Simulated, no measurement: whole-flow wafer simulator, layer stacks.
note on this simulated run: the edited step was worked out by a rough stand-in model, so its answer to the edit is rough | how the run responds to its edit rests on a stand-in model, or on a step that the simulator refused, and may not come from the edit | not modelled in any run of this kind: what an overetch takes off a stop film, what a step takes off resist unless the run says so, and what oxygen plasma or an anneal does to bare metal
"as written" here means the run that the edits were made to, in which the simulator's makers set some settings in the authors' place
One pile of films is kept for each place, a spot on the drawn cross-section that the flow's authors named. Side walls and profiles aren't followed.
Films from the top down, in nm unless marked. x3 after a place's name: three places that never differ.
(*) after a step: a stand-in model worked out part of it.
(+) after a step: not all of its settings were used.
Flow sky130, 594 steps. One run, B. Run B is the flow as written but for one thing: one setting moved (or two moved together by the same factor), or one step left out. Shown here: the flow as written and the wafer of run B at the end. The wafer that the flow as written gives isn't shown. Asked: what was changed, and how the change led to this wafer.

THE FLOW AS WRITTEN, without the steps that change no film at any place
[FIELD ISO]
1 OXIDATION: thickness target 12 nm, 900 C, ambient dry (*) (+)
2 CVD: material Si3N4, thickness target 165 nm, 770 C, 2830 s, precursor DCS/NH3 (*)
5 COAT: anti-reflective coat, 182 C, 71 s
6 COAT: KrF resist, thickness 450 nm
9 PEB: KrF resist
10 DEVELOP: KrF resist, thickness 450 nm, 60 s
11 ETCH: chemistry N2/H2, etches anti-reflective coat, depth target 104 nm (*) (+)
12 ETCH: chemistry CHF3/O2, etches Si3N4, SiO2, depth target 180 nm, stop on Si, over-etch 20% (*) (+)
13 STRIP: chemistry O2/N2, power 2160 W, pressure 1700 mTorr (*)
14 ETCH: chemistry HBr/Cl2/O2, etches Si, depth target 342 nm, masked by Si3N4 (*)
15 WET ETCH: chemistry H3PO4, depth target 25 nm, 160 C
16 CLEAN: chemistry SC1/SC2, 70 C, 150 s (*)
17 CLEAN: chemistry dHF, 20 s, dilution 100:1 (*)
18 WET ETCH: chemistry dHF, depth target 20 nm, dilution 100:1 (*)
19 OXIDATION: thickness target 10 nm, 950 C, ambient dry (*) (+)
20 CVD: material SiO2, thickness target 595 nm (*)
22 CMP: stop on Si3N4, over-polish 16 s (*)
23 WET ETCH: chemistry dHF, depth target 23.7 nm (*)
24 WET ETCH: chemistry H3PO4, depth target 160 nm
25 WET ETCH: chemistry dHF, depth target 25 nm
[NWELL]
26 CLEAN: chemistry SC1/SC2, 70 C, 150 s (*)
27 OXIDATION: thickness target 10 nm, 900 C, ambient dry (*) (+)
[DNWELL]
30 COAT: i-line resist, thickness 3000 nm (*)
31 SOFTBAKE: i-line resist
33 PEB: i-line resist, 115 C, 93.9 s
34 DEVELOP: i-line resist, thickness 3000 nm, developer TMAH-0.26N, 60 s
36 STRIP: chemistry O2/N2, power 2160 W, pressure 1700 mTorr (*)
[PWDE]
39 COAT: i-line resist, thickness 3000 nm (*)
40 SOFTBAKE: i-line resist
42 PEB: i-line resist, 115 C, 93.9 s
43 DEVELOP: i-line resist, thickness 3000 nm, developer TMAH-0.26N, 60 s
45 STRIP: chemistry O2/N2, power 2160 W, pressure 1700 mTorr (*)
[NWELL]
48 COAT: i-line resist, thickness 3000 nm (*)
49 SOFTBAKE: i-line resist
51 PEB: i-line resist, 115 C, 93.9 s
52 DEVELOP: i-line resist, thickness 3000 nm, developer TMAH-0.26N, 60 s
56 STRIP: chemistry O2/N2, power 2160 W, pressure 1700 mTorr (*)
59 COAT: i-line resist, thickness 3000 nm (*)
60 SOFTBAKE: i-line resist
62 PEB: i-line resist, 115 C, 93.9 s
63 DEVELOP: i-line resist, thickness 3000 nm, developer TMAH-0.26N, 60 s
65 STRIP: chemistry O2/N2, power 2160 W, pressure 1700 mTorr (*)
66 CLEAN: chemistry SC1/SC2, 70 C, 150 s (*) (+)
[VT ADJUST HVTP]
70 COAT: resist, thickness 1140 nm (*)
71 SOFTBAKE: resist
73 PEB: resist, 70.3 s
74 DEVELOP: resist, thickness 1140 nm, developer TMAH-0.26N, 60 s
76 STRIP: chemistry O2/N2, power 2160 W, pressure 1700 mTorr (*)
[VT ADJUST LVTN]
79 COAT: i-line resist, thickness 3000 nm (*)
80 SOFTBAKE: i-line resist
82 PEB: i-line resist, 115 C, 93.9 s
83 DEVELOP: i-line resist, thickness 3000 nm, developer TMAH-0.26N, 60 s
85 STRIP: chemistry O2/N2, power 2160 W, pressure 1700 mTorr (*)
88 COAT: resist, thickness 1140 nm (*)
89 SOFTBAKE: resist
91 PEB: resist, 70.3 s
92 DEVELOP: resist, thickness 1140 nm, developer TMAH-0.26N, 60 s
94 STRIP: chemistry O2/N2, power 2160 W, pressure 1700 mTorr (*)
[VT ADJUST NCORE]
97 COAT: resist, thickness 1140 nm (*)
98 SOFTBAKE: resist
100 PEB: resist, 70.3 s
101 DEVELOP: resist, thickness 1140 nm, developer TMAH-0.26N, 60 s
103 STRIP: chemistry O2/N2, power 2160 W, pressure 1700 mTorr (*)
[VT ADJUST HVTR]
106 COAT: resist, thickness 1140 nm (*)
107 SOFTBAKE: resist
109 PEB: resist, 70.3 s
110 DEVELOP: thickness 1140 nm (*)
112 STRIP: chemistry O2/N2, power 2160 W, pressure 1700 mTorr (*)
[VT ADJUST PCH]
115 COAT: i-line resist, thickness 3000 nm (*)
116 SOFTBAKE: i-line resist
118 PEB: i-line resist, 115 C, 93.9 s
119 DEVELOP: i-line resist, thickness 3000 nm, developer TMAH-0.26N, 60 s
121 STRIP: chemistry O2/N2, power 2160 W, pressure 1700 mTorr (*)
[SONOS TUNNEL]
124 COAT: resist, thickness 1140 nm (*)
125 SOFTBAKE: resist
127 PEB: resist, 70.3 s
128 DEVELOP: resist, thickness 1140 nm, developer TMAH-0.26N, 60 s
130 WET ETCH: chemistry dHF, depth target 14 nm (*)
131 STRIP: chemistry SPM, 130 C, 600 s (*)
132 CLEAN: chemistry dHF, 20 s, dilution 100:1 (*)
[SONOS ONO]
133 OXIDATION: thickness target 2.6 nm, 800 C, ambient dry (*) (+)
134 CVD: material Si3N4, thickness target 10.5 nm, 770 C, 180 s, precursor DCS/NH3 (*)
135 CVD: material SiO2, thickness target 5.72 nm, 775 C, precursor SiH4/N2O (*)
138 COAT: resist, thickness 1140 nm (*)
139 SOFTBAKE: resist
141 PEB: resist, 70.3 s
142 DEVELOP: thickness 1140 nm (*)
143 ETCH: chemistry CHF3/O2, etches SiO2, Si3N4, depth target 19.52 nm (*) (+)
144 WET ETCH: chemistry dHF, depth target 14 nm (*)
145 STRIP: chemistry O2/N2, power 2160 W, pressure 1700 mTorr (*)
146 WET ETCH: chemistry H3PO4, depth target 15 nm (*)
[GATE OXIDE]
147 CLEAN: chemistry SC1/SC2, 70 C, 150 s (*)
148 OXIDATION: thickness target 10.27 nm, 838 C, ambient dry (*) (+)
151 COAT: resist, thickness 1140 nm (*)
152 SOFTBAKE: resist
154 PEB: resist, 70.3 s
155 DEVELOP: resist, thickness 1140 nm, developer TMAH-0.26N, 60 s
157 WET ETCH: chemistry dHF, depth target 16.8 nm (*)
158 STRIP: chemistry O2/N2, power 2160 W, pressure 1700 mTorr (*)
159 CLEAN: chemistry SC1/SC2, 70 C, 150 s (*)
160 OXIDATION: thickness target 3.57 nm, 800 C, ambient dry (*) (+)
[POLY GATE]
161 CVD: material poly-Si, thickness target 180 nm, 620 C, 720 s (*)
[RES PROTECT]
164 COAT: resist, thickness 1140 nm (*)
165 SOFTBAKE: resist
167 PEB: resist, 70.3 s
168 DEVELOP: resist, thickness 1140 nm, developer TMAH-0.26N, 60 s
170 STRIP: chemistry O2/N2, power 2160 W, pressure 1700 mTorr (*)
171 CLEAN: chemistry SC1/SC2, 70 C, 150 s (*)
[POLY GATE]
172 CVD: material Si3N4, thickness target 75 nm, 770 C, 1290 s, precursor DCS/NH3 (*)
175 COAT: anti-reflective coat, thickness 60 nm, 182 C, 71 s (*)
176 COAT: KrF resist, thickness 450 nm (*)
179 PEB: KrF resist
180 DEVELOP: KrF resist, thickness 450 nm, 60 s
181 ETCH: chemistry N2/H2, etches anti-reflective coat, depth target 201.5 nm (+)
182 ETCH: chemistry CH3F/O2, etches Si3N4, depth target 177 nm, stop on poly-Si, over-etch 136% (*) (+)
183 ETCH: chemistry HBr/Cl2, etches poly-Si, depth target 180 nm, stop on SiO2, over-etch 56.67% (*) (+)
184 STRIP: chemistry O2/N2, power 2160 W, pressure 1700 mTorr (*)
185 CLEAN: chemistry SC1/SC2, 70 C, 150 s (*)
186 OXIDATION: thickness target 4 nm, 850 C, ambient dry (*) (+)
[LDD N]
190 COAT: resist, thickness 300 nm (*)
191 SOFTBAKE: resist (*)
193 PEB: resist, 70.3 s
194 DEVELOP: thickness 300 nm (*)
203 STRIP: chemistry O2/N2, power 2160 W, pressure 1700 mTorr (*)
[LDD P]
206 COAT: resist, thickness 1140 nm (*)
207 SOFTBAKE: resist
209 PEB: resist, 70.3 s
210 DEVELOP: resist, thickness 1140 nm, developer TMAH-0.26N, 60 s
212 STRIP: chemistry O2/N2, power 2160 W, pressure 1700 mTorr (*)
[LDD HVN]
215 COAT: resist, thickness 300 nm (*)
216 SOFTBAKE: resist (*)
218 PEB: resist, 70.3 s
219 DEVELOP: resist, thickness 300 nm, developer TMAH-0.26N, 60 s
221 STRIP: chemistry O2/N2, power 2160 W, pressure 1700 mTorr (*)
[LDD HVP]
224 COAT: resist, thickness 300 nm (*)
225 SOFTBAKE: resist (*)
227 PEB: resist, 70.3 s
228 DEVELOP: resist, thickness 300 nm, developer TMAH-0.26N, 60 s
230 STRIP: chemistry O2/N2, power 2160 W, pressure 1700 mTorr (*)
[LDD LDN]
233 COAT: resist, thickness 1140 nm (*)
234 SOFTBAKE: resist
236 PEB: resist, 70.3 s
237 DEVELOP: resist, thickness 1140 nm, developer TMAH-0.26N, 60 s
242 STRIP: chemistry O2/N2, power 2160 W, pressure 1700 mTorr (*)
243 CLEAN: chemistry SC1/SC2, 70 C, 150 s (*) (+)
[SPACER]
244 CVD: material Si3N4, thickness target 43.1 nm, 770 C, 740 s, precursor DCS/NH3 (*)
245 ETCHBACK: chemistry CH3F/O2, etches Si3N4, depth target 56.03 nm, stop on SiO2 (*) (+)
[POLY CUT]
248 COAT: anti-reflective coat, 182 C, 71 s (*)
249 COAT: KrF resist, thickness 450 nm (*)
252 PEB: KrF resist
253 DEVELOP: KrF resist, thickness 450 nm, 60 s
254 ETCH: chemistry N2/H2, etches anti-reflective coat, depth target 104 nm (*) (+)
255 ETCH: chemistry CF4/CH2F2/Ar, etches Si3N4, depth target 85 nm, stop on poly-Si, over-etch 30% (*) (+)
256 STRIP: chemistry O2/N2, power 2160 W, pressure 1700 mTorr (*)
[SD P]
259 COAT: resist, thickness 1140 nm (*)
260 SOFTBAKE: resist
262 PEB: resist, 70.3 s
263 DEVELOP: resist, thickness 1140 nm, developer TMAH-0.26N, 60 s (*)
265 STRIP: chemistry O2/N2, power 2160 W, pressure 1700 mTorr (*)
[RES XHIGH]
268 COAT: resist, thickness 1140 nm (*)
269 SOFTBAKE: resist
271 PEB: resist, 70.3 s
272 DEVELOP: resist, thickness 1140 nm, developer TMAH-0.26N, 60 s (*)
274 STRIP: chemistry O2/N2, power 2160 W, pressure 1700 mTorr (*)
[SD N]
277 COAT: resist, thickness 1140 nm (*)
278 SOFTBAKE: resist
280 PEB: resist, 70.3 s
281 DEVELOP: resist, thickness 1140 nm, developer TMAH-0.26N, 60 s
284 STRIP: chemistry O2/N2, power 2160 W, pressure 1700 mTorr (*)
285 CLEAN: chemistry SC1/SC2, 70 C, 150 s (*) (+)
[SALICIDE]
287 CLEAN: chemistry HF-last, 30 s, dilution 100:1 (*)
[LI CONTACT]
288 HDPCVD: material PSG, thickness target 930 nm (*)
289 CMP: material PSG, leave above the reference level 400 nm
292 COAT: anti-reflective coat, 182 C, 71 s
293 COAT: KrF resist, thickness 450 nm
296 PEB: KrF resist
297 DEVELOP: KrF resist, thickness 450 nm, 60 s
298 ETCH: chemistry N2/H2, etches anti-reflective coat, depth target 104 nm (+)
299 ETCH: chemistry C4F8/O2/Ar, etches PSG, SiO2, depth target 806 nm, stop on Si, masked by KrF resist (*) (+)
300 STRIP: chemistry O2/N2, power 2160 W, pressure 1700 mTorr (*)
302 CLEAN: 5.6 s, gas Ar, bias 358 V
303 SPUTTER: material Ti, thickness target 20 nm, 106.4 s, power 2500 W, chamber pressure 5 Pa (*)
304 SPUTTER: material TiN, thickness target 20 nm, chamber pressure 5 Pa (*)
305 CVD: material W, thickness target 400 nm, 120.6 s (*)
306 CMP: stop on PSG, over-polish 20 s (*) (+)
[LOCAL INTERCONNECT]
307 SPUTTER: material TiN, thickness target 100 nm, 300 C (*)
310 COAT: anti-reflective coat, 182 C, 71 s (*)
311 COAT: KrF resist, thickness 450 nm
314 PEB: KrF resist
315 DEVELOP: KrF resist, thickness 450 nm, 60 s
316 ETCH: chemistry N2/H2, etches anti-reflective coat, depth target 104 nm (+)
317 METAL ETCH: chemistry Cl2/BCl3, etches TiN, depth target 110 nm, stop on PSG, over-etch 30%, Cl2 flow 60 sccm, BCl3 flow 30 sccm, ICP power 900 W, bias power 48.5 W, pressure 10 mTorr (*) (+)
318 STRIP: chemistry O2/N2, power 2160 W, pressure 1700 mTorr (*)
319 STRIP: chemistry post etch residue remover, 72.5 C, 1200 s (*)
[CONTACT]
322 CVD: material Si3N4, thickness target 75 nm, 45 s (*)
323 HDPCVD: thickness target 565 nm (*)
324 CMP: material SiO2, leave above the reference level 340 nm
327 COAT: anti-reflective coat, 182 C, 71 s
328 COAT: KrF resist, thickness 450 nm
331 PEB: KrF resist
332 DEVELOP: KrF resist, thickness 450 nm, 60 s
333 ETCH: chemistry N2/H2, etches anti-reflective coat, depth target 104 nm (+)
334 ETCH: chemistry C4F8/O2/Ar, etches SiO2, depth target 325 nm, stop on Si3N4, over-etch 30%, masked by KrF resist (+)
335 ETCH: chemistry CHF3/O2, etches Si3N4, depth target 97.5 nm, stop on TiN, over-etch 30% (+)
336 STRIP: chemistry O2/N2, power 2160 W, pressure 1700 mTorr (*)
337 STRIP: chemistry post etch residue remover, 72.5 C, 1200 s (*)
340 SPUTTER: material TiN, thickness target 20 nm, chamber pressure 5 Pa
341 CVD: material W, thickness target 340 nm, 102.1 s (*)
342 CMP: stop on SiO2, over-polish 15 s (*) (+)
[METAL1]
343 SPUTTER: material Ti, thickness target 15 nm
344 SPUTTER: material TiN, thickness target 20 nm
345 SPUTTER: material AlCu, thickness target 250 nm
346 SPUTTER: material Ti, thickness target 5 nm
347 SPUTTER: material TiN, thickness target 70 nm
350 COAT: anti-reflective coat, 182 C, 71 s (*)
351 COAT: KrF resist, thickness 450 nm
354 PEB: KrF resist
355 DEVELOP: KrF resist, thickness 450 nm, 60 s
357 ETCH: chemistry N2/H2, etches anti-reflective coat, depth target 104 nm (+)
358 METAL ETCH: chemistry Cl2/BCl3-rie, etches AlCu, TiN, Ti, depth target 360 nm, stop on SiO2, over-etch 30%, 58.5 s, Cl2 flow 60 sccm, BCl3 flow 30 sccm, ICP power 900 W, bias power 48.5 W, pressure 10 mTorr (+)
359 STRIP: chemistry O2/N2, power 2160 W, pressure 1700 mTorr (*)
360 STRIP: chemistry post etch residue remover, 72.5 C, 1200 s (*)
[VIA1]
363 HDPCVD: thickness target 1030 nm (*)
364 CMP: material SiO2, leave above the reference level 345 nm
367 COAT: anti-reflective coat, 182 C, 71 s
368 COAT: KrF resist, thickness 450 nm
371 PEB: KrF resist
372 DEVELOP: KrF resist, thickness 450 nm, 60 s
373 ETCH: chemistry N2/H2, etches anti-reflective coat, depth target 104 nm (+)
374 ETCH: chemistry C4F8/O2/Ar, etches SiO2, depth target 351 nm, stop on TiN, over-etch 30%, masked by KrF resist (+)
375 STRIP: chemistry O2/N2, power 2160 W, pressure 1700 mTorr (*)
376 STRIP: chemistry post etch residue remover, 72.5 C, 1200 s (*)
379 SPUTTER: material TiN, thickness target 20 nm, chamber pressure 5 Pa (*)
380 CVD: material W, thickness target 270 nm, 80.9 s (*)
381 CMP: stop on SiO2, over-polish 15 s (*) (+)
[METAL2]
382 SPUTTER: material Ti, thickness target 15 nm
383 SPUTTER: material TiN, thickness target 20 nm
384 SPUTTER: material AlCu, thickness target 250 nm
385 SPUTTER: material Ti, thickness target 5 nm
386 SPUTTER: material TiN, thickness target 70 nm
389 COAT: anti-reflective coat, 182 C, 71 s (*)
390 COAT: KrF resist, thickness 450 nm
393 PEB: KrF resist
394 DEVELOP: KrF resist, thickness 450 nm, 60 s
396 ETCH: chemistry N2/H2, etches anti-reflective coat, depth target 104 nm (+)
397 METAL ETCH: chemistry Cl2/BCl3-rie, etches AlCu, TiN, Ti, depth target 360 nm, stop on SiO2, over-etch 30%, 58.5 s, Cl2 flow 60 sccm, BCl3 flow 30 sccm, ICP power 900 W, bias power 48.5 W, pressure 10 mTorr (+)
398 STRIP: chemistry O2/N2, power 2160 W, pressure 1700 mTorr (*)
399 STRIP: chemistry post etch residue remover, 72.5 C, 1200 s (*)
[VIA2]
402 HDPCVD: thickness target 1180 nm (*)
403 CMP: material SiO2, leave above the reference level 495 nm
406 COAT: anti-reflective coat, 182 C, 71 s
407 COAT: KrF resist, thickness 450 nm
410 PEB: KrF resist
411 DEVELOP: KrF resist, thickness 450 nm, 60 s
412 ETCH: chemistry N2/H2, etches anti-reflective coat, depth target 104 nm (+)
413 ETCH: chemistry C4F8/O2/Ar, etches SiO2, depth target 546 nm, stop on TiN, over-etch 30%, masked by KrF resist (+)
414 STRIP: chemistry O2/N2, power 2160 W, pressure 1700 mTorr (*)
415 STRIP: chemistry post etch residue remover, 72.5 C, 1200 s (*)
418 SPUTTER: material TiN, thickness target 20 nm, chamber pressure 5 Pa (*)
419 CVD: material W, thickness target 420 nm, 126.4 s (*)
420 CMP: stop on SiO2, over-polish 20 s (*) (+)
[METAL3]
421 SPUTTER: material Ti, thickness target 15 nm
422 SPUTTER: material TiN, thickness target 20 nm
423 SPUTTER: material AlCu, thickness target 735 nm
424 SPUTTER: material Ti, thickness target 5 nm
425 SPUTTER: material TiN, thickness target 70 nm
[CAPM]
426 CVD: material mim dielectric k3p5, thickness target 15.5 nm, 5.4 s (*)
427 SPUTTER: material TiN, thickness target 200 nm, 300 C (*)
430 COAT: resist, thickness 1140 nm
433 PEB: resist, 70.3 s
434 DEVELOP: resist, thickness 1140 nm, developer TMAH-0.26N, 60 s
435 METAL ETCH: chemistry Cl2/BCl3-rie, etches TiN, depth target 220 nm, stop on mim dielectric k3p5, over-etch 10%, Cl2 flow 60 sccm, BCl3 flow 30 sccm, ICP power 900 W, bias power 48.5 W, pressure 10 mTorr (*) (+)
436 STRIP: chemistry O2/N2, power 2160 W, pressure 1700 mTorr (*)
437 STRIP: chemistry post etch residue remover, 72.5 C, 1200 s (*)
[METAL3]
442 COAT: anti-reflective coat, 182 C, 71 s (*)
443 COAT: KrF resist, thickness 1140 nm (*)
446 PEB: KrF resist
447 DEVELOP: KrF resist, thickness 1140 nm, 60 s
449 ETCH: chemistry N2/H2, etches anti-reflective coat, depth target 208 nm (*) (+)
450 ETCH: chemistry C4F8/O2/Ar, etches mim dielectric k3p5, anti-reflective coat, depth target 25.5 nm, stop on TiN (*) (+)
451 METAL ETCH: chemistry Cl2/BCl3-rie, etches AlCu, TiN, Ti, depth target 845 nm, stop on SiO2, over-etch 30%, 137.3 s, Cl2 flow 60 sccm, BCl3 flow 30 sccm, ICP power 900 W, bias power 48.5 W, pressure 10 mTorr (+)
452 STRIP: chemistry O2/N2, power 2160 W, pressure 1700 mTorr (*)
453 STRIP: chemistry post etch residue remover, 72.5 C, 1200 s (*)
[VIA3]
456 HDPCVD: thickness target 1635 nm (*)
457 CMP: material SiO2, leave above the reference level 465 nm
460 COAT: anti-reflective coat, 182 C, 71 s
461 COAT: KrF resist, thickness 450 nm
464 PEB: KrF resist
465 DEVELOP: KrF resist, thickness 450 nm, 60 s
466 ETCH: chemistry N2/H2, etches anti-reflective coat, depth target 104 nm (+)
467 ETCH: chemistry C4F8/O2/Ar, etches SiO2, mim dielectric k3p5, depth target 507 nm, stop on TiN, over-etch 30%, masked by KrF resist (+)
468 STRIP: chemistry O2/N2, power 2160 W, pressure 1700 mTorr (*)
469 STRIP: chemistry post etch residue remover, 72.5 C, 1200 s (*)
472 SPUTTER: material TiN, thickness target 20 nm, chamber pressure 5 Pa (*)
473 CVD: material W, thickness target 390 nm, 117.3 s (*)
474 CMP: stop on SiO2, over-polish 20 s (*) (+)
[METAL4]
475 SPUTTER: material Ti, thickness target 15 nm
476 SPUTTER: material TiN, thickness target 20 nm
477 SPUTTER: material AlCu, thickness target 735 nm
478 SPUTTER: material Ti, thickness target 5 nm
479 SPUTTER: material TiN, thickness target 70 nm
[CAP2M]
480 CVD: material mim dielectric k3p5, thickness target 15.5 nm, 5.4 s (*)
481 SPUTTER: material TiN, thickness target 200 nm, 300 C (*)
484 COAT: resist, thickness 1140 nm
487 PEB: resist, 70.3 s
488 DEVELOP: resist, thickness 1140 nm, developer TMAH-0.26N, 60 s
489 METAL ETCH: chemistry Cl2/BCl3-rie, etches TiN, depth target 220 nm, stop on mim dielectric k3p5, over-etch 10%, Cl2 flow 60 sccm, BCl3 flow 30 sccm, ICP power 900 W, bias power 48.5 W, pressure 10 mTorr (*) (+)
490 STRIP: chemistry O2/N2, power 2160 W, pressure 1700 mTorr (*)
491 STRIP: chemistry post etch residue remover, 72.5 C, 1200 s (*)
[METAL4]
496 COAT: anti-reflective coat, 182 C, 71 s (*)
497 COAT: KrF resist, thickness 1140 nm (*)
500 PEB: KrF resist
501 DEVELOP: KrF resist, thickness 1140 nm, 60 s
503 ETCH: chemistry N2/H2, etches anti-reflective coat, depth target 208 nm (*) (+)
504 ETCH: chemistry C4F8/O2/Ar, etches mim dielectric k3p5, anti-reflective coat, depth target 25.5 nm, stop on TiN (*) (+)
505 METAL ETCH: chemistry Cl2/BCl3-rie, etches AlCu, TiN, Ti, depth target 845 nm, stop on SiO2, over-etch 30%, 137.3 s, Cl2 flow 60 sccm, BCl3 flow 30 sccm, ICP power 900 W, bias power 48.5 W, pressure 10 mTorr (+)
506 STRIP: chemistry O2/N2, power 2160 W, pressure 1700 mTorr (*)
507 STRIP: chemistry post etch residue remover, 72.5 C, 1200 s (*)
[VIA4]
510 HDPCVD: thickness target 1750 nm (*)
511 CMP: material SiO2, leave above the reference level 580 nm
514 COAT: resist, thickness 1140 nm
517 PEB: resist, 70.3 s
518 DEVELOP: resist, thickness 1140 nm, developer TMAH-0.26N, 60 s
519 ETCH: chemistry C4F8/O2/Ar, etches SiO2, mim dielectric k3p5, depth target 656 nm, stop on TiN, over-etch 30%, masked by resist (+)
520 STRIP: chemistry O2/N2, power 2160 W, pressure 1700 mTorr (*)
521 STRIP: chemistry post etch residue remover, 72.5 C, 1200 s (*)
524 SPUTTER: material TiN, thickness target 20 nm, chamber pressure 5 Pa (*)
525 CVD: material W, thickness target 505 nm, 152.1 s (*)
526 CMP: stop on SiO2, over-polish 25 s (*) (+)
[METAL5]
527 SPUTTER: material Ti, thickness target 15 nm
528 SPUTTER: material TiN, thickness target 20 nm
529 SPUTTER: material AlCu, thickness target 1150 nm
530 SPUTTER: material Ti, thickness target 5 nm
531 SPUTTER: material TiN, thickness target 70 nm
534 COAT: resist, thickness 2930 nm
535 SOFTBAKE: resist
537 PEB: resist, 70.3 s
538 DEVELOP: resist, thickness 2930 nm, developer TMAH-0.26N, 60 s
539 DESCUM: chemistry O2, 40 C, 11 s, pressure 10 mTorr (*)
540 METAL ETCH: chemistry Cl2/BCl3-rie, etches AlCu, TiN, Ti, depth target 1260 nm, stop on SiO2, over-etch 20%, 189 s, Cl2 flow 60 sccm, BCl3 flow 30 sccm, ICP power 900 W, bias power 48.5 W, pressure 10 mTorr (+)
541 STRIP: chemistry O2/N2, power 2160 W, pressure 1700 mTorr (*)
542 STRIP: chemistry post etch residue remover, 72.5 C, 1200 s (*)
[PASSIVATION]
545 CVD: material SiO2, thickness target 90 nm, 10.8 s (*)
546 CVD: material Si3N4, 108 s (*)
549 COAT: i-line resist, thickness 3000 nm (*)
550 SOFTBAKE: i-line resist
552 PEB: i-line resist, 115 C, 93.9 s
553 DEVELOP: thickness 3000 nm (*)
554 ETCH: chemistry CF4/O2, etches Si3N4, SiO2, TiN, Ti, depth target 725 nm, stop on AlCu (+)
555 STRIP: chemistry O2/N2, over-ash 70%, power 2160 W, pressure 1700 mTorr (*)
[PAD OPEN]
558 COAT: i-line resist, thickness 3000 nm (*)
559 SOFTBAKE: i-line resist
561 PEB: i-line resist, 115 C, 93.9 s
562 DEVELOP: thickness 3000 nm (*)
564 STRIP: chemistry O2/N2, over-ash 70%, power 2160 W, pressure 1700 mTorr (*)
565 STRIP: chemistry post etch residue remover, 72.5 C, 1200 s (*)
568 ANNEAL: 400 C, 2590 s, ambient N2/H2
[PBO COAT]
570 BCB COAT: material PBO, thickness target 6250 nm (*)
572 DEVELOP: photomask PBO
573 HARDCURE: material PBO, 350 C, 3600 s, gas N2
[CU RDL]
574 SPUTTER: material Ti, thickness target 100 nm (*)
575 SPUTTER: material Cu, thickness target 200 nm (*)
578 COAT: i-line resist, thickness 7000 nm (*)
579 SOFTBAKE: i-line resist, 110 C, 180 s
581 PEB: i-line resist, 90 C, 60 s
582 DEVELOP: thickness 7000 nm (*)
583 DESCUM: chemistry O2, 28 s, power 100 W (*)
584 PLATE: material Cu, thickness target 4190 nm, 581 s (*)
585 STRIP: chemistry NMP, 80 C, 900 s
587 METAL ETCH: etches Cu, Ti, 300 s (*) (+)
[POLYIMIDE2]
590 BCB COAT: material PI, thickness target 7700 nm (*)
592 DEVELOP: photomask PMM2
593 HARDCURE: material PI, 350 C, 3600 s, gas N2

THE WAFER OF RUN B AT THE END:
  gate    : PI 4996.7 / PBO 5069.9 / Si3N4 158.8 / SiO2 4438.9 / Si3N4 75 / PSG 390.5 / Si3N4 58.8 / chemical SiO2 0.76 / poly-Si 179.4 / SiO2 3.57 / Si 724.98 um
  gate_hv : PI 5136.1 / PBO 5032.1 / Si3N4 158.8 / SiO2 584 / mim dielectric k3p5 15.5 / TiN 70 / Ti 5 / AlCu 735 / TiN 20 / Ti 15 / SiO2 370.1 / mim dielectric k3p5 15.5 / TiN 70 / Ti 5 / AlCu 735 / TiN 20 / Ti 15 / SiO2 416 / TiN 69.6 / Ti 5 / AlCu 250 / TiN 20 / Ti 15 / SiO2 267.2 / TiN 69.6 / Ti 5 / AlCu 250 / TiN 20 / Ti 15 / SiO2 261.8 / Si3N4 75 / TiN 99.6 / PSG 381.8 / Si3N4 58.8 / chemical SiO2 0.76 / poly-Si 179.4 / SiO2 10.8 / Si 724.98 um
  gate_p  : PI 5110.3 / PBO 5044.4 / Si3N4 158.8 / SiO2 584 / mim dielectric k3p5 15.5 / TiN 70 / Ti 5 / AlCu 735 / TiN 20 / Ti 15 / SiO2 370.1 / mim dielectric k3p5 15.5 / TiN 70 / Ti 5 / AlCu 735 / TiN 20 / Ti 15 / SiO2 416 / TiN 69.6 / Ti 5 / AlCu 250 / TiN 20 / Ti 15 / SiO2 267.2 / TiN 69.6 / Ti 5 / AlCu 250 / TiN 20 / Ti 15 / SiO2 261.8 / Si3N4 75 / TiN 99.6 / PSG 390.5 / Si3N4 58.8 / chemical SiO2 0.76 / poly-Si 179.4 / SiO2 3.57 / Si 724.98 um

The cause: step 244, CVD: thickness target 40.9 nm was run, where the flow has thickness target 43.1 nm; step 244, CVD: 703 s was run, where the flow has 740 s.

How the change led to this, step by step:
  244 CVD: material Si3N4, thickness target 43.1 nm, 770 C, 740 s, precursor DCS/NH3 (*)
      field, active, p_well and 101 more: Si3N4 +40.9 (new film) (as written it would be: Si3N4 +43.1 (new film))
      n_well, gate, gate_hv and 74 more: Si3N4 +40.9 (as written it would be: Si3N4 +43.1)
  245 ETCHBACK: chemistry CH3F/O2, etches Si3N4, depth target 56.03 nm, stop on SiO2 (*) (+)
      field, active, p_well and 101 more: Si3N4 -40.9 (all of it), SiO2 -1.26 (as written it would be: Si3N4 -43.1 (all of it), SiO2 -1.08)
  248 COAT: anti-reflective coat, 182 C, 71 s (*)
      gate_hv: anti-reflective coat +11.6 (new film) (as written it would be: anti-reflective coat +10.9 (new film))
      mim: anti-reflective coat +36 (new film) (as written it would be: anti-reflective coat +35.2 (new film))
      (and at 3 more places)
  254 ETCH: chemistry N2/H2, etches anti-reflective coat, depth target 104 nm (*) (+)
      rxpo_ln: anti-reflective coat -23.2 (all of it), Si3N4 -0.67 (as written it would be: anti-reflective coat -23.9 (all of it), Si3N4 -0.66)
  255 ETCH: chemistry CF4/CH2F2/Ar, etches Si3N4, depth target 85 nm, stop on poly-Si, over-etch 30% (*) (+)
      field, active, n_well and 180 more: KrF resist -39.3 (as written it would be: KrF resist -40.7)
      rpo_wd, rxpo_wd: Si3N4 -59.4 (all of it), chemical SiO2 -0.75 (all of it) (as written it would be: Si3N4 -61.6 (all of it), chemical SiO2 -0.75 (all of it))
      (and at 5 more places)
  256 STRIP: chemistry O2/N2, power 2160 W, pressure 1700 mTorr (*)
      gate_hv: KrF resist -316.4 (all of it), anti-reflective coat -11.6 (all of it) (as written it would be: KrF resist -314.7 (all of it), anti-reflective coat -10.9 (all of it))
      mim: KrF resist -402.4 (all of it), anti-reflective coat -36 (all of it) (as written it would be: KrF resist -401.8 (all of it), anti-reflective coat -35.2 (all of it))
      (and at 2 more places)
  306 CMP: stop on PSG, over-polish 20 s (*) (+)
      poly_licon: W -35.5 (as written it would be: W -33.3)
